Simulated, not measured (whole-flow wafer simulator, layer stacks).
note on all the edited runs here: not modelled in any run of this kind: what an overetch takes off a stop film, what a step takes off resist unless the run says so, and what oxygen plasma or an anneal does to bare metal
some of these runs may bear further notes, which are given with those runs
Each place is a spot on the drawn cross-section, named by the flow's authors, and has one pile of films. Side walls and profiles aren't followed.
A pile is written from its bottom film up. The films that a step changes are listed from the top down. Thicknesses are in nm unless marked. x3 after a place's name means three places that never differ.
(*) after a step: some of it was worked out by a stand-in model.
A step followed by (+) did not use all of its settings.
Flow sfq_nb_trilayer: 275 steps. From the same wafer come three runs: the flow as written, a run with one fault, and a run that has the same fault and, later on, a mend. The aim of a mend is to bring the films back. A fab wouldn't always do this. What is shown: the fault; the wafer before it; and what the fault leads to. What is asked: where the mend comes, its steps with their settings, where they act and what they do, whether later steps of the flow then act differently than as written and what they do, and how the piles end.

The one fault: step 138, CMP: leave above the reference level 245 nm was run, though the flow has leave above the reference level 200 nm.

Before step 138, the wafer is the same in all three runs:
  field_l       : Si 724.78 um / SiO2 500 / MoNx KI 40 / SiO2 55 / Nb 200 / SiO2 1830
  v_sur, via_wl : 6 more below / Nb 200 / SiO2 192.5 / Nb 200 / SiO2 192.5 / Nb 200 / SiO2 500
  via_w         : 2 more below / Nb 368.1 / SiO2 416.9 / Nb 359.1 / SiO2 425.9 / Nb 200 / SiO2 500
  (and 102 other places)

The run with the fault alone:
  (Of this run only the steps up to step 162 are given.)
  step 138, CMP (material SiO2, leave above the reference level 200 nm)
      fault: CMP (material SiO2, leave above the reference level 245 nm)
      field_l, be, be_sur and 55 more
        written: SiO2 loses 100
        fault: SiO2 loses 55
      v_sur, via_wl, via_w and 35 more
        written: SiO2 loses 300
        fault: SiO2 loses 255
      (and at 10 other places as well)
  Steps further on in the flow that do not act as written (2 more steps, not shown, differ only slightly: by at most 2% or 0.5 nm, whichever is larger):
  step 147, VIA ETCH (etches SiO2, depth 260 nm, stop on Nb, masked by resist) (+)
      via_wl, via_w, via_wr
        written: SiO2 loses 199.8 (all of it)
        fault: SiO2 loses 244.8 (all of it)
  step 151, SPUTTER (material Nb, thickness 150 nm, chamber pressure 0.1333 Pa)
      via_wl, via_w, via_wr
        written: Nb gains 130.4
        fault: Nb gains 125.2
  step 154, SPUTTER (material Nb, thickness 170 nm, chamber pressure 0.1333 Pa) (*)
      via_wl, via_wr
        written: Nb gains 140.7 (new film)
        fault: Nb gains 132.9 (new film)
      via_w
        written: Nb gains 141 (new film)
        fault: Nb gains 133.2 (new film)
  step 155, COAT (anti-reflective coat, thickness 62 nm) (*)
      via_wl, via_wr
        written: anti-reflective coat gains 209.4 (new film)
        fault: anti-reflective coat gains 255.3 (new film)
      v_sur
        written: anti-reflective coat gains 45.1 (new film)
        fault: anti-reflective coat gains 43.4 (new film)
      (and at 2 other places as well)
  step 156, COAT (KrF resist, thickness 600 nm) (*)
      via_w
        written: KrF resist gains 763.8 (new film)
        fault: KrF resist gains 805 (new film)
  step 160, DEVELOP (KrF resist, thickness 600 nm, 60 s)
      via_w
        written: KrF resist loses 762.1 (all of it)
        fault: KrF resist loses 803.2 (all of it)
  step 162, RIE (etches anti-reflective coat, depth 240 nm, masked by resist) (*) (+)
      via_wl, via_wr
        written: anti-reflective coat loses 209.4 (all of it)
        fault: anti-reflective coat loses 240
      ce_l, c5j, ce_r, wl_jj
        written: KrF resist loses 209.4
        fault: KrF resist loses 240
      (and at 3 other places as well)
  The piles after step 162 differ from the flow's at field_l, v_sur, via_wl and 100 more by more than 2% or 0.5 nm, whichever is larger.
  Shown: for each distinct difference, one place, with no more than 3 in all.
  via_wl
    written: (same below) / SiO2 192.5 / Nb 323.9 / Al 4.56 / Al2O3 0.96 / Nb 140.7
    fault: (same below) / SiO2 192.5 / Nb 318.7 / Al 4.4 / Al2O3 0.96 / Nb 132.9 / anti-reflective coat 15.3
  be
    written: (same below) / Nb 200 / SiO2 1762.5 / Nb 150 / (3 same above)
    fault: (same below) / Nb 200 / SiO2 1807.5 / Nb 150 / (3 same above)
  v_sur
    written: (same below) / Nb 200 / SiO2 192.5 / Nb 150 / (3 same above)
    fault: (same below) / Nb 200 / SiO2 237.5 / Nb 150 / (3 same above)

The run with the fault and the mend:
  After step 145 comes the mend.
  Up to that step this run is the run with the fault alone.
  step 145a, STRIP (over-ash 65%, gas O2, power 200 W) (*)
      field_l, v_sur, via_sp and 100 more
        KrF resist loses 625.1 (all of it), anti-reflective coat loses 62 (all of it)
      via_wl, via_w, via_wr
        anti-reflective coat loses 62 (all of it)
  step 145b, CMP (material SiO2, leave above the reference level 200 nm) (a further turn of the flow's step 138)
      field_l, v_sur, via_wl and 103 more
        SiO2 loses 45
  step 145c, COAT (anti-reflective coat, thickness 62 nm) (a further turn of the flow's step 140)
      field_l, v_sur, via_wl and 103 more
        anti-reflective coat gains 62 (new film)
  step 145d, COAT (KrF resist, thickness 650 nm) (a further turn of the flow's step 141)
      field_l, v_sur, via_wl and 103 more
        KrF resist gains 650 (new film)
  step 145e, SOFTBAKE (KrF resist) (a further turn of the flow's step 142)
      alters no film at any place that is followed
  step 145f, EXPOSE (photomask I4, dose 11.93 mJ/cm2, NA 0.6, wavelength 248 nm) (*) (a further turn of the flow's step 143)
      alters no film at any place that is followed
  step 145g, PEB (KrF resist, 90 s) (a further turn of the flow's step 144)
      field_l, v_sur, via_wl and 103 more
        KrF resist loses 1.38
  step 145h, DEVELOP (KrF resist, thickness 650 nm, 60 s) (a further turn of the flow's step 145)
      field_l, v_sur, via_sp and 100 more
        KrF resist loses 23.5
      via_wl, via_w, via_wr
        KrF resist loses 648.6 (all of it)
  None of the later steps of the flow acts differently than as written at any place that is followed.
  At every place that both follow, the piles at the end match the flow's.
